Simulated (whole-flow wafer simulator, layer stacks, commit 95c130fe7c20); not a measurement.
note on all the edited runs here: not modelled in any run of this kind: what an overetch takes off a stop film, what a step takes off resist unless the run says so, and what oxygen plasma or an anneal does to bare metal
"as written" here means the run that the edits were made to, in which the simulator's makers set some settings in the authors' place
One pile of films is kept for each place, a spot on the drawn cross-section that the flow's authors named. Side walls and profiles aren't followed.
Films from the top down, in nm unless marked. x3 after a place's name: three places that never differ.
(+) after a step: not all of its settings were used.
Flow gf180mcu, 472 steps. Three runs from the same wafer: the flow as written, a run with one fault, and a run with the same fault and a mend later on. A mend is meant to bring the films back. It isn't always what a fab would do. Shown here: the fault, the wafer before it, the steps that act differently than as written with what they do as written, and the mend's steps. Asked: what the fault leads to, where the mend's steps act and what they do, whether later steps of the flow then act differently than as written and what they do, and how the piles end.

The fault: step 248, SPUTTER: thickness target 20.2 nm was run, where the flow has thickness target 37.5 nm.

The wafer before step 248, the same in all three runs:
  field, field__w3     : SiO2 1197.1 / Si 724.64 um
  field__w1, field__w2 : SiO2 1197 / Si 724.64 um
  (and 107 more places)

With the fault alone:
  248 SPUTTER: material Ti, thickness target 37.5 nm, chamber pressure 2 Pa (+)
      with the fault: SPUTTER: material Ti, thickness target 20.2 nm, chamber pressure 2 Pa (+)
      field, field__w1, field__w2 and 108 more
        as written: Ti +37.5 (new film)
        with the fault: Ti +20.2 (new film)
  Later steps of the flow that act differently than as written:
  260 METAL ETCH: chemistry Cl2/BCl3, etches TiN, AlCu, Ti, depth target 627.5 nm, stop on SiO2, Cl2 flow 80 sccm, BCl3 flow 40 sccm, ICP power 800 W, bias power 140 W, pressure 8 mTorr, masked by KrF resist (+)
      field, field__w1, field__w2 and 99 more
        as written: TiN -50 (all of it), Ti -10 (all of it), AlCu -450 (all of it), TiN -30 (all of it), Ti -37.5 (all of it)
        with the fault: TiN -50 (all of it), Ti -10 (all of it), AlCu -450 (all of it), TiN -30 (all of it), Ti -20.2 (all of it)
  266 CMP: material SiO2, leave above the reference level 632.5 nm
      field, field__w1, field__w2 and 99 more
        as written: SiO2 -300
        with the fault: SiO2 -317.3
  At the end the piles differ from the flow's by more than 2% or 0.5 nm, whichever is larger, at field__w8, contact, m1 and 6 more.
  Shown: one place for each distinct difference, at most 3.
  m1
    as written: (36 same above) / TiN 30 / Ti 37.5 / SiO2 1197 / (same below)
    with the fault: (36 same above) / TiN 30 / Ti 20.2 / SiO2 1197 / (same below)
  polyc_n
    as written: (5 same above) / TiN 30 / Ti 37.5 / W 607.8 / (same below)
    with the fault: (5 same above) / TiN 30 / Ti 20.2 / W 607.8 / (same below)
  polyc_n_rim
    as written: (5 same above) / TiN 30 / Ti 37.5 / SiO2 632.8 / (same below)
    with the fault: (5 same above) / TiN 30 / Ti 20.2 / SiO2 632.8 / (same below)

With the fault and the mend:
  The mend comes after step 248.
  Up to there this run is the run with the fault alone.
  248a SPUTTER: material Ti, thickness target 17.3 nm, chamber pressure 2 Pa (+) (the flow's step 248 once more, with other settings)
      field, field__w1, field__w2 and 108 more
        Ti +17.3
  No later step of the flow acts differently than as written at any place that is followed.
  At the end the piles are the same as the flow's at every place that both follow.
